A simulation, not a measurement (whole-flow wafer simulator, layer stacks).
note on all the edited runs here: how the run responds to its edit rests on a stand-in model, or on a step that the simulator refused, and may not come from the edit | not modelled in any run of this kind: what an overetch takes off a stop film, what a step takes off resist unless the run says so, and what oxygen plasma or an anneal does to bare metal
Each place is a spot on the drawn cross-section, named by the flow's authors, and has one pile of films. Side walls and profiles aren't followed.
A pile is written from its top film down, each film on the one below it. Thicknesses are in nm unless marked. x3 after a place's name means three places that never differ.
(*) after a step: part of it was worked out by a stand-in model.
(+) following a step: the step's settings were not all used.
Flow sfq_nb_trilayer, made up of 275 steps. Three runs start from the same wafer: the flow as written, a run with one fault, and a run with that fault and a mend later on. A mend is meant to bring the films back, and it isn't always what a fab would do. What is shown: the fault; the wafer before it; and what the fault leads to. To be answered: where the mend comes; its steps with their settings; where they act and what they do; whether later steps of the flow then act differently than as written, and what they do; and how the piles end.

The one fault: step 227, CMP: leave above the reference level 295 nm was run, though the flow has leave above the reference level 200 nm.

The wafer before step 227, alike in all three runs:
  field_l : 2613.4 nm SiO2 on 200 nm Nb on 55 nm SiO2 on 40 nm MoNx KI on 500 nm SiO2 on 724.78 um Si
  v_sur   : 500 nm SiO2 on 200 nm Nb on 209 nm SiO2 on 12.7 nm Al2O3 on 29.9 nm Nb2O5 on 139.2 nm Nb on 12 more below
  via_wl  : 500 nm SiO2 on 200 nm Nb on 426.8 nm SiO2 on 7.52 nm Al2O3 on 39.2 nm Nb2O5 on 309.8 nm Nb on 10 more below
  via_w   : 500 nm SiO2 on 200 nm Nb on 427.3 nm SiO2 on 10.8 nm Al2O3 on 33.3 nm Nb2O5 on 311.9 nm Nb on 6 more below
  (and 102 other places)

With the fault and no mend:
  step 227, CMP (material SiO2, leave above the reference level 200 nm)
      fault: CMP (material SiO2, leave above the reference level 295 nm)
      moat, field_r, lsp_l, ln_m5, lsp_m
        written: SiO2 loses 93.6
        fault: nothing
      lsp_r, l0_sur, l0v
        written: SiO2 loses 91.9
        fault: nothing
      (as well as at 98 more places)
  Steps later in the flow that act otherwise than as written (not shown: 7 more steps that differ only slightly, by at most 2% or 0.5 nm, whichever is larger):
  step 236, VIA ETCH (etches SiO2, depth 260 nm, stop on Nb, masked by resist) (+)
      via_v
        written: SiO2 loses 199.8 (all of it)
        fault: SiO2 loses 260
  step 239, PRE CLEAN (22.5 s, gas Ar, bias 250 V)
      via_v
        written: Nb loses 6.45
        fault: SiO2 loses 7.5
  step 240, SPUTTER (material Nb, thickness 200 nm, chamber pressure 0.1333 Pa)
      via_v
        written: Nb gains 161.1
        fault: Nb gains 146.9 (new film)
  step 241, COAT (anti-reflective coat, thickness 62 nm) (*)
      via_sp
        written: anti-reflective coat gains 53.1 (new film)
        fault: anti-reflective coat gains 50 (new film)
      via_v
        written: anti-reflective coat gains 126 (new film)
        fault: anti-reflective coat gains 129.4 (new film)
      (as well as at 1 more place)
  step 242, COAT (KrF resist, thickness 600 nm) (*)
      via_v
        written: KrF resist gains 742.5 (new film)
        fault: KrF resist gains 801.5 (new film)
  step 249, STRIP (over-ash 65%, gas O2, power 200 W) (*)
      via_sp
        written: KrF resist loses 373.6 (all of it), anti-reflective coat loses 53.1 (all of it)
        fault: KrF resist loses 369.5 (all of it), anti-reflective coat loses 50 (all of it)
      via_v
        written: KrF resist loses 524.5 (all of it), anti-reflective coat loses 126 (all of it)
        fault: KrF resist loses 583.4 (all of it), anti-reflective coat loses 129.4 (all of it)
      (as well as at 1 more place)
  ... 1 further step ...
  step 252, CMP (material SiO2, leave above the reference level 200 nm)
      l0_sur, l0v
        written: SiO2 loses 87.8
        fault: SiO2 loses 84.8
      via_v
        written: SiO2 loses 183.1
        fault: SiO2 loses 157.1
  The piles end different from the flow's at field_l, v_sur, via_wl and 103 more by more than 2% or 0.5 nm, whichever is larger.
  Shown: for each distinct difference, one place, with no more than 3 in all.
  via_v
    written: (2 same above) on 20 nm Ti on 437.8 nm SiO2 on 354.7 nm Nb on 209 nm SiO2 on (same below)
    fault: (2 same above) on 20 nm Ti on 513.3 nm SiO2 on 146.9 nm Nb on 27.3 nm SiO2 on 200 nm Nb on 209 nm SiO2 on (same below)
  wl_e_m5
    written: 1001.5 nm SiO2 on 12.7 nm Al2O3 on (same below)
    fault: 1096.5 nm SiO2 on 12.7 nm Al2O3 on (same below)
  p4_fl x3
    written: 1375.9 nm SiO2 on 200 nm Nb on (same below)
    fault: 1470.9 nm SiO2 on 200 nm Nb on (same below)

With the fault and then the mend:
  The mend stands after step 234.
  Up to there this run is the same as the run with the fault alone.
  step 234a, STRIP (over-ash 65%, gas O2, power 200 W) (*)
      field_l, v_sur, via_wl and 83 more
        KrF resist loses 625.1 (all of it), anti-reflective coat loses 62 (all of it)
      gap, jj_sur, ce_l, c5j, ce_r, sp_r, be_r, r_sur
        KrF resist loses 625 (all of it), anti-reflective coat loses 62 (all of it)
      lsp_l, ln_m5
        KrF resist loses 625.5 (all of it), anti-reflective coat loses 62.1 (all of it)
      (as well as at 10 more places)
  step 234b, CMP (material SiO2, leave above the reference level 200 nm) (the flow's step 227 again)
      field_l, v_sur, via_wl and 95 more
        SiO2 loses 95
      moat, field_r, lsp_l, ln_m5, lsp_m
        SiO2 loses 93.6
      lsp_r, l0_sur, l0v
        SiO2 loses 91.9
  step 234c, COAT (anti-reflective coat, thickness 62 nm) (the flow's step 229 again)
      field_l, v_sur, via_wl and 103 more
        anti-reflective coat gains 62 (new film)
  step 234d, COAT (KrF resist, thickness 650 nm) (the flow's step 230 again)
      field_l, v_sur, via_wl and 103 more
        KrF resist gains 650 (new film)
  step 234e, SOFTBAKE (KrF resist) (the flow's step 231 again)
      leaves every film unchanged at each place that is followed
  step 234f, EXPOSE (photomask I6, dose 11.91 mJ/cm2, NA 0.6, wavelength 248 nm) (*) (the flow's step 232 again)
      leaves every film unchanged at each place that is followed
  step 234g, PEB (KrF resist, 90 s) (the flow's step 233 again)
      field_l, v_sur, via_wl and 103 more
        KrF resist loses 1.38
  step 234h, DEVELOP (KrF resist, thickness 650 nm, 60 s) (the flow's step 234 again)
      field_l, v_sur, via_wl and 102 more
        KrF resist loses 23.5
      via_v
        KrF resist loses 648.6 (all of it)
  Later steps of the flow that are run all act as written at every place that is followed.
  By the end, the piles equal the flow's at every place that both follow.
